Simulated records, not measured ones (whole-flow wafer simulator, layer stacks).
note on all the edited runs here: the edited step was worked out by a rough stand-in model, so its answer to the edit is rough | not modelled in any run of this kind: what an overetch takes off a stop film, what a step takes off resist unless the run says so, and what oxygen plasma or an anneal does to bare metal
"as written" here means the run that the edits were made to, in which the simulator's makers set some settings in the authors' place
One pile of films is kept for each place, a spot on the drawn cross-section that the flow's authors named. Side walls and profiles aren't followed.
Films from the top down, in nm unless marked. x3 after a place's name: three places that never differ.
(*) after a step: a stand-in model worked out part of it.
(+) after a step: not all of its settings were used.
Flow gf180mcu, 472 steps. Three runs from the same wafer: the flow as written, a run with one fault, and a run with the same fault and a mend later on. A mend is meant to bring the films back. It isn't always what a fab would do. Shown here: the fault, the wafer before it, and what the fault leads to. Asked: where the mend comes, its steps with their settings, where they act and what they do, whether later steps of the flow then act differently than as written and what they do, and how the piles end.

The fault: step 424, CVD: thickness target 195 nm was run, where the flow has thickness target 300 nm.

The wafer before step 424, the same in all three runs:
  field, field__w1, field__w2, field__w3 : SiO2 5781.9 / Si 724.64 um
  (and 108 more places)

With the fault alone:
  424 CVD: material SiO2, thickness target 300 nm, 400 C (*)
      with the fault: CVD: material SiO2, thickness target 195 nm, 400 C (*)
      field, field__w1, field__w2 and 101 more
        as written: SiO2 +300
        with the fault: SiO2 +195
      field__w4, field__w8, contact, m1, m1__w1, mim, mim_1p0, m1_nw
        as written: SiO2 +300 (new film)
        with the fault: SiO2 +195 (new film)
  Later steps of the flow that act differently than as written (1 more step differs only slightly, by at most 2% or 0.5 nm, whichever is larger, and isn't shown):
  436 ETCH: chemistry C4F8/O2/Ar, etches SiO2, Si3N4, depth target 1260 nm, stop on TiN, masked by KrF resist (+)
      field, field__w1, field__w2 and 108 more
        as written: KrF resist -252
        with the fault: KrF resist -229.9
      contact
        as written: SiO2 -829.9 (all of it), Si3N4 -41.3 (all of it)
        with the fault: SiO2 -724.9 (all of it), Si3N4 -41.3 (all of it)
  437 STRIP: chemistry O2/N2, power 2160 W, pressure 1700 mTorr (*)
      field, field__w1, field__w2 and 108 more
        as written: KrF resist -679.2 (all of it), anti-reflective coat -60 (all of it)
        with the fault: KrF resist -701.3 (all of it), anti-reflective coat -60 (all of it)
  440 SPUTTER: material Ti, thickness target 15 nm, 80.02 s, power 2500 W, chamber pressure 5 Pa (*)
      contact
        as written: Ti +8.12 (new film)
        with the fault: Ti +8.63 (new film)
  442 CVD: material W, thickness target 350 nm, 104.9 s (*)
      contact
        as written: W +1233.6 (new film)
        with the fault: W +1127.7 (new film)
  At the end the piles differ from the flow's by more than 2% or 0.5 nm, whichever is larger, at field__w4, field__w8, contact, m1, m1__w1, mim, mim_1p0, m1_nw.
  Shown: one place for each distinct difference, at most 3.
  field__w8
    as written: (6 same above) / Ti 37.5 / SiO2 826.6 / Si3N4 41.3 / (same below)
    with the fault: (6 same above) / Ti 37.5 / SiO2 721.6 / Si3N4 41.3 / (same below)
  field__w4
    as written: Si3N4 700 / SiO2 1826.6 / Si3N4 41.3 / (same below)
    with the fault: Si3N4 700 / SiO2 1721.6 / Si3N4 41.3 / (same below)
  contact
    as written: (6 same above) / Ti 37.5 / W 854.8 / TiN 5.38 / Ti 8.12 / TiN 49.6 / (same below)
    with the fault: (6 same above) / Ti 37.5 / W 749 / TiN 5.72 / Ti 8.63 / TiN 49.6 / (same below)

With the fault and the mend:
  The mend comes after step 424.
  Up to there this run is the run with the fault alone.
  424a CVD: material SiO2, thickness target 105 nm, 400 C (*) (the flow's step 424 once more, with other settings)
      field, field__w1, field__w2 and 109 more
        SiO2 +105
  No later step of the flow acts differently than as written at any place that is followed.
  At the end the piles are the same as the flow's at every place that both follow.
